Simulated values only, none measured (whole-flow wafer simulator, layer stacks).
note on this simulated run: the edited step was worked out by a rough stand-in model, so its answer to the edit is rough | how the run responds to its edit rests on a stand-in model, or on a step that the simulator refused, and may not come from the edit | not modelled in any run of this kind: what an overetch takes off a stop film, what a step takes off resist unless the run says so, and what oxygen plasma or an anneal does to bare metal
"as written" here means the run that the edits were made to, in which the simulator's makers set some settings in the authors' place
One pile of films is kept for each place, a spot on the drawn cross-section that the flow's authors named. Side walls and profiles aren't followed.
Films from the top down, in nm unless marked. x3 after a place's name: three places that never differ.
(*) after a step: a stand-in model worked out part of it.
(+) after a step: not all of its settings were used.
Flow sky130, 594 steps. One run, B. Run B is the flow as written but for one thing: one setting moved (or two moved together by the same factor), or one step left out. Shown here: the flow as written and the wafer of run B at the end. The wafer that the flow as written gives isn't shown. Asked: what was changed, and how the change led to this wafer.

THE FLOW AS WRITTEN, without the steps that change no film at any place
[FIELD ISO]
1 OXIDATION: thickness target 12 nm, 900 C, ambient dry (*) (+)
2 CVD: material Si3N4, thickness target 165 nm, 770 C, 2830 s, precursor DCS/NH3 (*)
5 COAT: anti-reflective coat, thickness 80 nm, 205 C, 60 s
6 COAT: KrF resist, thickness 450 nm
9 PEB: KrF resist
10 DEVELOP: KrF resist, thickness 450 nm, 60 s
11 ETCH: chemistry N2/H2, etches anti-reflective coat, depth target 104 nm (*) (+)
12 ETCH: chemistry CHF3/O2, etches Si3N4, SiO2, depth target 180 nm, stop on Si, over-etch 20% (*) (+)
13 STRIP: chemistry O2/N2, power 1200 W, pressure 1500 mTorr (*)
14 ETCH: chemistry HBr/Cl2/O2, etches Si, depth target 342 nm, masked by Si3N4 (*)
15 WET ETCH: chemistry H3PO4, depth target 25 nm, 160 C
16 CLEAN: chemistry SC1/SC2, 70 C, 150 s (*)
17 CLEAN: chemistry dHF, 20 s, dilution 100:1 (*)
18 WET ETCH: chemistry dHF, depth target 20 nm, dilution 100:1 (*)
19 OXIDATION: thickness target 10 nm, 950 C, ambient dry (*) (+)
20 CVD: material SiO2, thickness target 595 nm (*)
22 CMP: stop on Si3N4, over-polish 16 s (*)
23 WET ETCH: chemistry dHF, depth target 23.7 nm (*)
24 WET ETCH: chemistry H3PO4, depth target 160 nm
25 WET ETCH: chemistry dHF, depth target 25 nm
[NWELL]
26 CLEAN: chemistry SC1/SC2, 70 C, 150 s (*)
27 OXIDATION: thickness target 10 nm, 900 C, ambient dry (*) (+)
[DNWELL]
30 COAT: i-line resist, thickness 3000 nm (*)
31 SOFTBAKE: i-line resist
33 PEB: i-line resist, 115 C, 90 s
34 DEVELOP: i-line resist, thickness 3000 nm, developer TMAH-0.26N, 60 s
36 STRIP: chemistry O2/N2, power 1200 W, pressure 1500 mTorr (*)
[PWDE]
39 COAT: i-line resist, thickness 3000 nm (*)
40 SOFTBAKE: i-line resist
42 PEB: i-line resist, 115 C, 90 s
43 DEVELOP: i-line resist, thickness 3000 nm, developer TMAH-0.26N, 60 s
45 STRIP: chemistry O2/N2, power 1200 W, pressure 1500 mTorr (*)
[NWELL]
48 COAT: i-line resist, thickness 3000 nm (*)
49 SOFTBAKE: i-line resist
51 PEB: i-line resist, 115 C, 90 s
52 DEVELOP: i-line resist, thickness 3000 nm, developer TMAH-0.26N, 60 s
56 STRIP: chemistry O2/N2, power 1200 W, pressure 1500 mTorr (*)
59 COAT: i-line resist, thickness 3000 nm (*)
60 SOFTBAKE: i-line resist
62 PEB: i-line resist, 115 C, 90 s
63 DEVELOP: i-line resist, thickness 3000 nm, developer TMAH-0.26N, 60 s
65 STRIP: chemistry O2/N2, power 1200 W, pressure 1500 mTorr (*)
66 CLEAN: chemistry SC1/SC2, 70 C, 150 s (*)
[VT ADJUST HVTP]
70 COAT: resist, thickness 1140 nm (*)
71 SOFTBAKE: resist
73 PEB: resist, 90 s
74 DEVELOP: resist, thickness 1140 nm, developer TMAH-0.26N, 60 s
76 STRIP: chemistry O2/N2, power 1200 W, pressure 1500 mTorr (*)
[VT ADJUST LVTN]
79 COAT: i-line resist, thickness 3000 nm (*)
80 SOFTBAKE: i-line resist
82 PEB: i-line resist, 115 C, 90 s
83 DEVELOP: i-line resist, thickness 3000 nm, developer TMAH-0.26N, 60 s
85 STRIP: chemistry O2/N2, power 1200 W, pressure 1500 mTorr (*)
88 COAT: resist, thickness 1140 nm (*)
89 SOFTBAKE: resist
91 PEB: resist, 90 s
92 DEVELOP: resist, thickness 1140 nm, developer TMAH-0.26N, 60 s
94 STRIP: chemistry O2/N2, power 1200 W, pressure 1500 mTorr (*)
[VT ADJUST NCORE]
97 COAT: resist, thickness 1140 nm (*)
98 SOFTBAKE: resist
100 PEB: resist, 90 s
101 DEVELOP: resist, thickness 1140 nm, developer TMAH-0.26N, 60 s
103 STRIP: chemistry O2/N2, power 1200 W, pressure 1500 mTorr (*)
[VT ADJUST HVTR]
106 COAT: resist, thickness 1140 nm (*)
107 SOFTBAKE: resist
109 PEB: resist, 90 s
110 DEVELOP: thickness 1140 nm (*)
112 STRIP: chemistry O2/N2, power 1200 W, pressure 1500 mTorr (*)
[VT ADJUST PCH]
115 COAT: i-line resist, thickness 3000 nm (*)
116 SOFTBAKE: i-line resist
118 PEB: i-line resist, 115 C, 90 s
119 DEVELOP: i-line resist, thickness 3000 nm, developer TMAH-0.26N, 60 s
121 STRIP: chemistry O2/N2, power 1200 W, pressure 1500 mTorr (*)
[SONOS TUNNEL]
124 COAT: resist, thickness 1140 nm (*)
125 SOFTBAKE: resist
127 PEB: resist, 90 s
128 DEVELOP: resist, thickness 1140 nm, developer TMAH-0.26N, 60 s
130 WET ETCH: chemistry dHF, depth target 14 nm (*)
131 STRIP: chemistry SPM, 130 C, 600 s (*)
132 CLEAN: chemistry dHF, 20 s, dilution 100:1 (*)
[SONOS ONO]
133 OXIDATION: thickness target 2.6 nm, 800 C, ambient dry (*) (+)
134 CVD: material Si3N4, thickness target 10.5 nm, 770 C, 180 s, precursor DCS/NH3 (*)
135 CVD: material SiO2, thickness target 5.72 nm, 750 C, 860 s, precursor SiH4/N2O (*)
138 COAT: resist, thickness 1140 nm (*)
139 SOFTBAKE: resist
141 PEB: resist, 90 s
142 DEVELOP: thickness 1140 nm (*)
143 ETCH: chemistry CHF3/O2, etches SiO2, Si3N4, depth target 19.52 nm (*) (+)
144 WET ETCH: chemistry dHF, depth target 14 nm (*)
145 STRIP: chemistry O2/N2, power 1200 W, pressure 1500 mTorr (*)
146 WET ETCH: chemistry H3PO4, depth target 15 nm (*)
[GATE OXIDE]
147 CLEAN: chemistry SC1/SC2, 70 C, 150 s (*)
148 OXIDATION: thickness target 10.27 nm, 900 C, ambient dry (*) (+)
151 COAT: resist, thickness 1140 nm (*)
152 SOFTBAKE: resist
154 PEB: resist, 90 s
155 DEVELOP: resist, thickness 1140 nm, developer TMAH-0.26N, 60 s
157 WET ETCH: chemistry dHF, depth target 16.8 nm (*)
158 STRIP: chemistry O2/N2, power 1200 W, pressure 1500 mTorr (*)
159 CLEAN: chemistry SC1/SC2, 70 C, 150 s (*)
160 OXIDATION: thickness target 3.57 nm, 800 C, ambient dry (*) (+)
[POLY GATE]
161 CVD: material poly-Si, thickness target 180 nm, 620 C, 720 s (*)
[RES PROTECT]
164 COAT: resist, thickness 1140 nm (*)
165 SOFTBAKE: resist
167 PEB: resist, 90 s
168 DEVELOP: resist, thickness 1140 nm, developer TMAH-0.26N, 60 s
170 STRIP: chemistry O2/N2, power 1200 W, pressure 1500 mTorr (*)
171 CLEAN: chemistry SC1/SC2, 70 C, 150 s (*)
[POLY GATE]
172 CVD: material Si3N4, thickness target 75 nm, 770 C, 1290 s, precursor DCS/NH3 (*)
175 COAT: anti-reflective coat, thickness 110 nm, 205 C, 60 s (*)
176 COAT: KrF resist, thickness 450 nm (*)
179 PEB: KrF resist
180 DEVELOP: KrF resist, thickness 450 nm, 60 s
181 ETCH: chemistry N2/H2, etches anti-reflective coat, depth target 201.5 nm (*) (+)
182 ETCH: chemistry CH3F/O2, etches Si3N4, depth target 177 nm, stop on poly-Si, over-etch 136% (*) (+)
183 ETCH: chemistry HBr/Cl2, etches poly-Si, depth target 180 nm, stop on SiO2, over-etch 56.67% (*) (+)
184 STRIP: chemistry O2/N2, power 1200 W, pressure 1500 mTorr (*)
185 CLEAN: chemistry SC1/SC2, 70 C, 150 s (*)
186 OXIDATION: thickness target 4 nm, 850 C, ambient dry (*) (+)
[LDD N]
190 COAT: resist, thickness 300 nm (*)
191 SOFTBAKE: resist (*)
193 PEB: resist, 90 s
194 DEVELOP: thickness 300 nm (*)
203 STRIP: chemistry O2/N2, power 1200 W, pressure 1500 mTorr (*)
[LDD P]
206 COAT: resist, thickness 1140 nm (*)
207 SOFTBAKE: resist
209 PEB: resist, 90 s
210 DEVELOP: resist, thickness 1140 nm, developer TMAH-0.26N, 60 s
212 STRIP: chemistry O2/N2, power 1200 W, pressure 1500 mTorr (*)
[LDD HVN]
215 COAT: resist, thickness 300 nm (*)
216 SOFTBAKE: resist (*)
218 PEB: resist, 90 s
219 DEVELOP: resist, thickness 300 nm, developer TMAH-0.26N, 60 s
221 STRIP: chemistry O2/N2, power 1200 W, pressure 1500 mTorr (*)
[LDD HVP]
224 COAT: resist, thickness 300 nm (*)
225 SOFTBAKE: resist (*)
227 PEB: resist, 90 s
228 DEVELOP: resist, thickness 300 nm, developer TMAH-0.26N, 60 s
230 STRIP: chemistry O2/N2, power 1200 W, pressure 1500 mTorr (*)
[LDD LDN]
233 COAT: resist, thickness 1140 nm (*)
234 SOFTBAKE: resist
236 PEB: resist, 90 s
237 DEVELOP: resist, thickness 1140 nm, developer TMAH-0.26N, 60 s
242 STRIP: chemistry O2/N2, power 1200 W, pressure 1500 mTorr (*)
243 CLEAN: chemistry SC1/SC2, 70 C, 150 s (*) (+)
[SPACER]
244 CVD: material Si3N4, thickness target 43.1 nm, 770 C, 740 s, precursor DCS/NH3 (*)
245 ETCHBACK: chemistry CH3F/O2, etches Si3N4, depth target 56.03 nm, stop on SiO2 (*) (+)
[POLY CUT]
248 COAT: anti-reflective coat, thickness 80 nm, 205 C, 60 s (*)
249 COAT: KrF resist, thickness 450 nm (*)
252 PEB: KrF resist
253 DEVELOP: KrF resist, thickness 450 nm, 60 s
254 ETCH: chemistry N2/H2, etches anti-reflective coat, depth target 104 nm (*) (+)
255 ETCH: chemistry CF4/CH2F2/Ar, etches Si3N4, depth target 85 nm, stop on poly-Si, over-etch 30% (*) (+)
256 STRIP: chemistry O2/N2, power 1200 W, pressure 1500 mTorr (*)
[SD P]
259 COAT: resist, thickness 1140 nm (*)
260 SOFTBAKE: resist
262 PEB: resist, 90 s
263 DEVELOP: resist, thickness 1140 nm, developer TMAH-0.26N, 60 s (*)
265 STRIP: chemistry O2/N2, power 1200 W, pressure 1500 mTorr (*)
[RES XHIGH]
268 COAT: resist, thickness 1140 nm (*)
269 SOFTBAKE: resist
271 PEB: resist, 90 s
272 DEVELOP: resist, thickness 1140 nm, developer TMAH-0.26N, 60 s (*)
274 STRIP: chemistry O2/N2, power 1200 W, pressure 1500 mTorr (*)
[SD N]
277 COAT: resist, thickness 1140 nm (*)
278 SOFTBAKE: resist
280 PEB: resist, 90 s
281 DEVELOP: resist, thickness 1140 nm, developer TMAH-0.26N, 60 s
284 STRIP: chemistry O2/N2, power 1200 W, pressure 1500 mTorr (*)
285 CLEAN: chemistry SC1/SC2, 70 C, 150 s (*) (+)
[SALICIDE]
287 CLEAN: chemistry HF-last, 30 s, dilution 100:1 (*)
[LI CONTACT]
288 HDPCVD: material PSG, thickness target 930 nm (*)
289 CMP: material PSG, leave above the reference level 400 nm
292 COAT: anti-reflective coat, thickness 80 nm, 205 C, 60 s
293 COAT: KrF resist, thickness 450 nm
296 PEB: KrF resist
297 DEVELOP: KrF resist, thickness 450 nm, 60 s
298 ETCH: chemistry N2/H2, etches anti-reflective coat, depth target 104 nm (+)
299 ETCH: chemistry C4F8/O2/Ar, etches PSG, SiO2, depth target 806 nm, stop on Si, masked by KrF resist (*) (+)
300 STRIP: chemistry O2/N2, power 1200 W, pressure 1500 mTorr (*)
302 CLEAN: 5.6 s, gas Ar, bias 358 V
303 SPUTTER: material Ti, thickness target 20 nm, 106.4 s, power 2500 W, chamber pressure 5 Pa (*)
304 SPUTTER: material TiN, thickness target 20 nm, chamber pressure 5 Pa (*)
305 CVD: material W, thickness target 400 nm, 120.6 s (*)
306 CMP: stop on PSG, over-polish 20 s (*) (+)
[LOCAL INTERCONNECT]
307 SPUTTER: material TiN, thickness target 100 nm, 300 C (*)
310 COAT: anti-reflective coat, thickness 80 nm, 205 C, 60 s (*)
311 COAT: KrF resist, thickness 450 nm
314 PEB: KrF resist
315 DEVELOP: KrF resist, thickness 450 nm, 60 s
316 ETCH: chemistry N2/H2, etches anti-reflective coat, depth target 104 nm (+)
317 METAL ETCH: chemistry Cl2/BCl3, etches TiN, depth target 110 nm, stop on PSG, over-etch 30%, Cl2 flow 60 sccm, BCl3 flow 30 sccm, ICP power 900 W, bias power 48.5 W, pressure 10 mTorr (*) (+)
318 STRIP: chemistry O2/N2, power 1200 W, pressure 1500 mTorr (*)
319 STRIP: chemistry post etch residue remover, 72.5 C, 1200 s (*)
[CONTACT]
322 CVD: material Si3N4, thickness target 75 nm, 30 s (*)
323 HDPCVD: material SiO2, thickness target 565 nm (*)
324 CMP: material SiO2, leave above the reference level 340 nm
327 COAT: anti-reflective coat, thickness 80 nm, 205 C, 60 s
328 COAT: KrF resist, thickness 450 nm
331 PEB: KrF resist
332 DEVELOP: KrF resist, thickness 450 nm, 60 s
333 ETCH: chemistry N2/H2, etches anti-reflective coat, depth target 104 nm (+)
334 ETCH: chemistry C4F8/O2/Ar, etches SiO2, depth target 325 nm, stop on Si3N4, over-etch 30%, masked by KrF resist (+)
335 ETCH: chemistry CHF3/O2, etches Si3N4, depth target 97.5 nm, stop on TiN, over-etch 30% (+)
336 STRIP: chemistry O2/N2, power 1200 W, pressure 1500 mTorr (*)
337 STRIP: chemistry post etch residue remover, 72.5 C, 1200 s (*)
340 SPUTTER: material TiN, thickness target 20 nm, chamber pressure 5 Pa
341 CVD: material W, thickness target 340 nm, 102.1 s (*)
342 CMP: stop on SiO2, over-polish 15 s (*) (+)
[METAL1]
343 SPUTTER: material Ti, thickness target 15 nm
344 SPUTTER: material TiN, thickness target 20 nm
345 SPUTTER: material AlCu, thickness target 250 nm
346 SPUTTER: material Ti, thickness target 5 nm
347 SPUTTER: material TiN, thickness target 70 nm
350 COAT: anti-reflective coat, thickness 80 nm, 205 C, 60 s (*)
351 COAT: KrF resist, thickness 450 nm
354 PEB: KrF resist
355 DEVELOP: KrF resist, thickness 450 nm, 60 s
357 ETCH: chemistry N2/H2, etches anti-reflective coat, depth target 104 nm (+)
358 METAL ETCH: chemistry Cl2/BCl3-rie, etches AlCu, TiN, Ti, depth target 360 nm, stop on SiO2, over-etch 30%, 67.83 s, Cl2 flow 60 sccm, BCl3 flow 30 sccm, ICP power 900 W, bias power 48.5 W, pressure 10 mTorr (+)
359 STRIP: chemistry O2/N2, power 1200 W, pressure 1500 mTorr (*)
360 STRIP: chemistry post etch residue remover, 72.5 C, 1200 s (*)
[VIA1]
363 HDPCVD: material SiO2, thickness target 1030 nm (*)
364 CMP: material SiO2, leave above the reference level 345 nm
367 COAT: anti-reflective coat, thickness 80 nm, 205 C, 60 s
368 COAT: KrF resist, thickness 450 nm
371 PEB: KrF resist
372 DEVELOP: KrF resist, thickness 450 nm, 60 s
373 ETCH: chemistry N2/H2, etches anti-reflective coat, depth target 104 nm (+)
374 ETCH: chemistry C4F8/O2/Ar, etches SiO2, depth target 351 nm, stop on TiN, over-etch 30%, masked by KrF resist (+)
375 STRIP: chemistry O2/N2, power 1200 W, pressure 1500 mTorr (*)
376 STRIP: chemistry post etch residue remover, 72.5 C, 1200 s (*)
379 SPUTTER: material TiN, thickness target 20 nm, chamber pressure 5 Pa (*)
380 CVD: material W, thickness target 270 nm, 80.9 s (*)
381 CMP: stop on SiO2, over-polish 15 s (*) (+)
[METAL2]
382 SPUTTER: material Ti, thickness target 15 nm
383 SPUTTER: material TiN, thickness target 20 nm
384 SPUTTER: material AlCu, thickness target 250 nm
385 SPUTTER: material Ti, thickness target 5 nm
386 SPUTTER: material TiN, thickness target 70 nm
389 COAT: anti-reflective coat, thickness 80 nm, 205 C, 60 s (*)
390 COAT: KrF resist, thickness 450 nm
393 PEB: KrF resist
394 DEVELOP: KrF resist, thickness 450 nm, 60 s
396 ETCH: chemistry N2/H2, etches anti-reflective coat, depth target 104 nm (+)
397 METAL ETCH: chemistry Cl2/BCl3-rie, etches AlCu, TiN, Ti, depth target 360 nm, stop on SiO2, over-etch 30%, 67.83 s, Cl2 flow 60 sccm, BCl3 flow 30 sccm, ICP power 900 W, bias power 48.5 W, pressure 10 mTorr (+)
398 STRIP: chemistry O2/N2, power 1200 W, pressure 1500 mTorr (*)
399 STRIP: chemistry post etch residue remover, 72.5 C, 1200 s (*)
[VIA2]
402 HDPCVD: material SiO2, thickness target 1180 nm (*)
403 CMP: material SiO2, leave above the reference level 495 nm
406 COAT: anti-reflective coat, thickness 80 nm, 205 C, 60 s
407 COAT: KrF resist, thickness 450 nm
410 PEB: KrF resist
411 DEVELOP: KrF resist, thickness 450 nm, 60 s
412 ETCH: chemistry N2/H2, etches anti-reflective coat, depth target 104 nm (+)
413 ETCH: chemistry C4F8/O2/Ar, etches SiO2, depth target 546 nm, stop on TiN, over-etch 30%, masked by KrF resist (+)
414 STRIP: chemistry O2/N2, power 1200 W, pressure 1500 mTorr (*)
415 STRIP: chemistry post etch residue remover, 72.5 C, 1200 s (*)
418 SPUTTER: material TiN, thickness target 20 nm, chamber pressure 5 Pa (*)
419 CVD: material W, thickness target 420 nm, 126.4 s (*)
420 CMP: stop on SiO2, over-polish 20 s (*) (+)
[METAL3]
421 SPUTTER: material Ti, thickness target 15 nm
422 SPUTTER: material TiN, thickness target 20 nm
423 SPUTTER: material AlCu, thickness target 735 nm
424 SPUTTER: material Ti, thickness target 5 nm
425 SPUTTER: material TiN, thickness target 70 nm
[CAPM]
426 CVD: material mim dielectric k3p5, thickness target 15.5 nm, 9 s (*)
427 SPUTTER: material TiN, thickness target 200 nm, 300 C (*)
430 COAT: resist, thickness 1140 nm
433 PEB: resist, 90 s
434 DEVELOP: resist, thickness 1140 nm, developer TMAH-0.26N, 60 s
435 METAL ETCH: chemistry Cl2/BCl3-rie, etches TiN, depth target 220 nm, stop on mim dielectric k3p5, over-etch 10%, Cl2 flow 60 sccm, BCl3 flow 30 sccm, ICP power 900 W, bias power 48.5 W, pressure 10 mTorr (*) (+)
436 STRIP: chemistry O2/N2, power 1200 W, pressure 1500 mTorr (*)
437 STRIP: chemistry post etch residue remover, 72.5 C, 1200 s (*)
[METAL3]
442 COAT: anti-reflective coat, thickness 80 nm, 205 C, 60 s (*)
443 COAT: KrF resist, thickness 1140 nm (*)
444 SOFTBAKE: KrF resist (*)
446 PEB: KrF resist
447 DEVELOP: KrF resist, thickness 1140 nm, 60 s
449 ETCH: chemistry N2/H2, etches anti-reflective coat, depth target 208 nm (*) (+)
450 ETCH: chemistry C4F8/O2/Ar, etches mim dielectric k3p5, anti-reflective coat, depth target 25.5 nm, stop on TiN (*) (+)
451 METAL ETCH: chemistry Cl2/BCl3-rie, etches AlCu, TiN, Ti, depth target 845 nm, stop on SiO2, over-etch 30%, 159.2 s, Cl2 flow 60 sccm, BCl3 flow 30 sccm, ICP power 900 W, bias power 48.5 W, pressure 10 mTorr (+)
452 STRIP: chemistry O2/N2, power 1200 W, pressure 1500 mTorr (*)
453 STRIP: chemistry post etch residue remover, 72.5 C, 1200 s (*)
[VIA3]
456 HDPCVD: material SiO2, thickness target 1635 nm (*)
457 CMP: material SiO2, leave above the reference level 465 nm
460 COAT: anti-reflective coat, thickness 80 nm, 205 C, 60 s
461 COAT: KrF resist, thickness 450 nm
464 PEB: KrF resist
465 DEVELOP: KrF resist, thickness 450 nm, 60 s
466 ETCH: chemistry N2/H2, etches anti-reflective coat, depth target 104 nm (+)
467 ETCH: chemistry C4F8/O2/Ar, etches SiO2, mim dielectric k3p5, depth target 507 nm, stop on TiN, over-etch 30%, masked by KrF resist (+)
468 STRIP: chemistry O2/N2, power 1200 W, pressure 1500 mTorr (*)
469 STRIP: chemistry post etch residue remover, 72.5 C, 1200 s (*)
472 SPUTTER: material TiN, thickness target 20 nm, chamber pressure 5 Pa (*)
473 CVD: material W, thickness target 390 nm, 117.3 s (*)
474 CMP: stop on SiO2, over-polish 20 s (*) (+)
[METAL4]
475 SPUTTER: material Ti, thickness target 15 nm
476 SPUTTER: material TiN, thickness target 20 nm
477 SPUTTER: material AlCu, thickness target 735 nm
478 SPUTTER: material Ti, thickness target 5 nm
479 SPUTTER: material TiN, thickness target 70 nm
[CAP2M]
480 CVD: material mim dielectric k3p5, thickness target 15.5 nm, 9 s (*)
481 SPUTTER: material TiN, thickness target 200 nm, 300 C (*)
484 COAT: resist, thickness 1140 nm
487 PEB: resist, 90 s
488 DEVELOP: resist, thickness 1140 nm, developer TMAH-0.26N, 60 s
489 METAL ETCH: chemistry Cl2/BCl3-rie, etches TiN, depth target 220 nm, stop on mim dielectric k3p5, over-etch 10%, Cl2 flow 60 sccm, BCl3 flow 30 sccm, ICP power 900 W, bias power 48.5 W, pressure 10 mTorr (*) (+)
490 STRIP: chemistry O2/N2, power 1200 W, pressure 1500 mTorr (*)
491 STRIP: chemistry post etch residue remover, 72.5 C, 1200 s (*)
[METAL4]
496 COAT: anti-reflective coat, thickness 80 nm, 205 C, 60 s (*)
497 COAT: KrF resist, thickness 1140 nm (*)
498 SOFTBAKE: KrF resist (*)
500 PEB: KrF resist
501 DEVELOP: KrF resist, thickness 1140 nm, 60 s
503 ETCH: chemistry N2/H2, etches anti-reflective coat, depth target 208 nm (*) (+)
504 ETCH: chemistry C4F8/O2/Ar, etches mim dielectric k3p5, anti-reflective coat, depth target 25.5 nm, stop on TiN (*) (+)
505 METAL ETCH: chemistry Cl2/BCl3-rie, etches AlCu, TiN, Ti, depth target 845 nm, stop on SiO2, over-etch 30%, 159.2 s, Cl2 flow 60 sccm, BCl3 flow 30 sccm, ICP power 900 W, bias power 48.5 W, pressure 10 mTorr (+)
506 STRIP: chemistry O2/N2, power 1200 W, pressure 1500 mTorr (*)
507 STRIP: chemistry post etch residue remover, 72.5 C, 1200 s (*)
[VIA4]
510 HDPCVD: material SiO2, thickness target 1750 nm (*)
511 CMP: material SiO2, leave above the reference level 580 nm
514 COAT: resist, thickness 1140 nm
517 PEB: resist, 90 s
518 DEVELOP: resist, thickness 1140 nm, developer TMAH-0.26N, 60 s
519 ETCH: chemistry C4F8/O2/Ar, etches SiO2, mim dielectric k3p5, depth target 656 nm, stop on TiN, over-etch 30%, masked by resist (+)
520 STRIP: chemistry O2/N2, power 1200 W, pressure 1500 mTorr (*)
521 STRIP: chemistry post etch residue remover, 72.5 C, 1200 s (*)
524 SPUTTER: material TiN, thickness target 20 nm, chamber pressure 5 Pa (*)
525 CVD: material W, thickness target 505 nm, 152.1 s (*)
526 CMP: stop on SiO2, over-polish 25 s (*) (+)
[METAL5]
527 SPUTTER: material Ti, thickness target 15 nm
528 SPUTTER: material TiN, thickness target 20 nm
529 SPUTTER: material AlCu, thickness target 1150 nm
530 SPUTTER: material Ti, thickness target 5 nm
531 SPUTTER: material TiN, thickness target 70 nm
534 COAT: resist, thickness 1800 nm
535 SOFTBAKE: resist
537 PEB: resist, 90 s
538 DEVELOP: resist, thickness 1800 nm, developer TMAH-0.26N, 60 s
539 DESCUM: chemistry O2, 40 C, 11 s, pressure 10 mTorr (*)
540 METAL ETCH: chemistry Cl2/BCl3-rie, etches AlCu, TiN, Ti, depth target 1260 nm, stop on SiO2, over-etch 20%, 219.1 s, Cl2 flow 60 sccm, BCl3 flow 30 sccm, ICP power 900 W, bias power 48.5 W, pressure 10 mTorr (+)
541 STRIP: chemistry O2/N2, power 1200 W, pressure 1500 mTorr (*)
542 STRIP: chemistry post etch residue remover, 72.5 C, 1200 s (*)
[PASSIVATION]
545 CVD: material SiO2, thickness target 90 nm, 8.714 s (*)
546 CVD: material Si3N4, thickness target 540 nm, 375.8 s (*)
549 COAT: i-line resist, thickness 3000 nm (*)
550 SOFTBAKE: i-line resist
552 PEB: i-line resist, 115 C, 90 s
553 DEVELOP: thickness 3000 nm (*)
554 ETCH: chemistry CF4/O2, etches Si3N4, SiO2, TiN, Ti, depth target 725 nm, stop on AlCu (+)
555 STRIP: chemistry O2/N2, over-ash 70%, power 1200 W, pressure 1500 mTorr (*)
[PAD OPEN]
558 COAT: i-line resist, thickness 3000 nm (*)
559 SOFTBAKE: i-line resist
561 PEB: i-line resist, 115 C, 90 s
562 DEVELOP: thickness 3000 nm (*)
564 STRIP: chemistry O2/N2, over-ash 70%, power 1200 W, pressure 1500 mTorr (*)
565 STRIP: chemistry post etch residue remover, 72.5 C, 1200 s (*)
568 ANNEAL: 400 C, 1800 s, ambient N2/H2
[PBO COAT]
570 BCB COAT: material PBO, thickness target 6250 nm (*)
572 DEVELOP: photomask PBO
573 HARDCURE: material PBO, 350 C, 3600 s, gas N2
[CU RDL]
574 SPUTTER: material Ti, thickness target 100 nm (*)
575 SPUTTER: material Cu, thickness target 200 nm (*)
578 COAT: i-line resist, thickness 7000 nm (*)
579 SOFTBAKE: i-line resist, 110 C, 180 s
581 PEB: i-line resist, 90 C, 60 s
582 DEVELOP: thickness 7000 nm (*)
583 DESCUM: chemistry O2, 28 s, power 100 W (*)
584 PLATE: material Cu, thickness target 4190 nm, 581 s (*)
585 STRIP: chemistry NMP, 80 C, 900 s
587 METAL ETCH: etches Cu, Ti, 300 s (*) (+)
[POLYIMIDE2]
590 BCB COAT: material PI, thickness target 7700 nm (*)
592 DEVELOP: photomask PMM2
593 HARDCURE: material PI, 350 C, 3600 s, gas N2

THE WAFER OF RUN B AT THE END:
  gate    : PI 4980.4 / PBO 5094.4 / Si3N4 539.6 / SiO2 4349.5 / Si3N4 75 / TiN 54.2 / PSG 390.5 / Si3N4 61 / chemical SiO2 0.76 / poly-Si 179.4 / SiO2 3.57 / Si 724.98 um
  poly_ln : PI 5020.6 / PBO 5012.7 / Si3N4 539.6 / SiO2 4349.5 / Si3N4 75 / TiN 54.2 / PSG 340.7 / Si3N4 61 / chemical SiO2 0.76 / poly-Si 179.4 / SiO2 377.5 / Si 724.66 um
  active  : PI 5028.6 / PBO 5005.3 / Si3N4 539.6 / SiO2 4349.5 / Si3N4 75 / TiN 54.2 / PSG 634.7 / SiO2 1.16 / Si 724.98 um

The cause: step 317, METAL ETCH: depth target 44 nm was run, where the flow has depth target 110 nm.

How the change led to this, step by step:
  317 METAL ETCH: chemistry Cl2/BCl3, etches TiN, depth target 110 nm, stop on PSG, over-etch 30%, Cl2 flow 60 sccm, BCl3 flow 30 sccm, ICP power 900 W, bias power 48.5 W, pressure 10 mTorr (*) (+)
      field, active, gate and 88 more: TiN -44 (as written it would be: TiN -98.7 (all of it))
      n_well, p_well, gate_hv and 97 more: KrF resist -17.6 (as written it would be: KrF resist -44)
  318 STRIP: chemistry O2/N2, power 1200 W, pressure 1500 mTorr (*)
      n_well, p_well, gate_hv and 93 more: KrF resist -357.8 (all of it), anti-reflective coat -80 (all of it) (as written it would be: KrF resist -331.4 (all of it), anti-reflective coat -80 (all of it))
      poly_licon, rpo_hd_licon: KrF resist -357.9 (all of it), anti-reflective coat -80.4 (all of it) (as written it would be: KrF resist -331.5 (all of it), anti-reflective coat -80.4 (all of it))
      (and at 2 more places)
  324 CMP: material SiO2, leave above the reference level 340 nm
      field, active, gate and 88 more: SiO2 -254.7 (as written it would be: SiO2 -200.4)
Counting metal films that touch as one body, gate has 1 body; the flow as written gives 0 bodies.
Counting metal films that touch as one body, poly_ln has 1 body; the flow as written gives 0 bodies.
Counting metal films that touch as one body, active has 1 body; the flow as written gives 0 bodies.
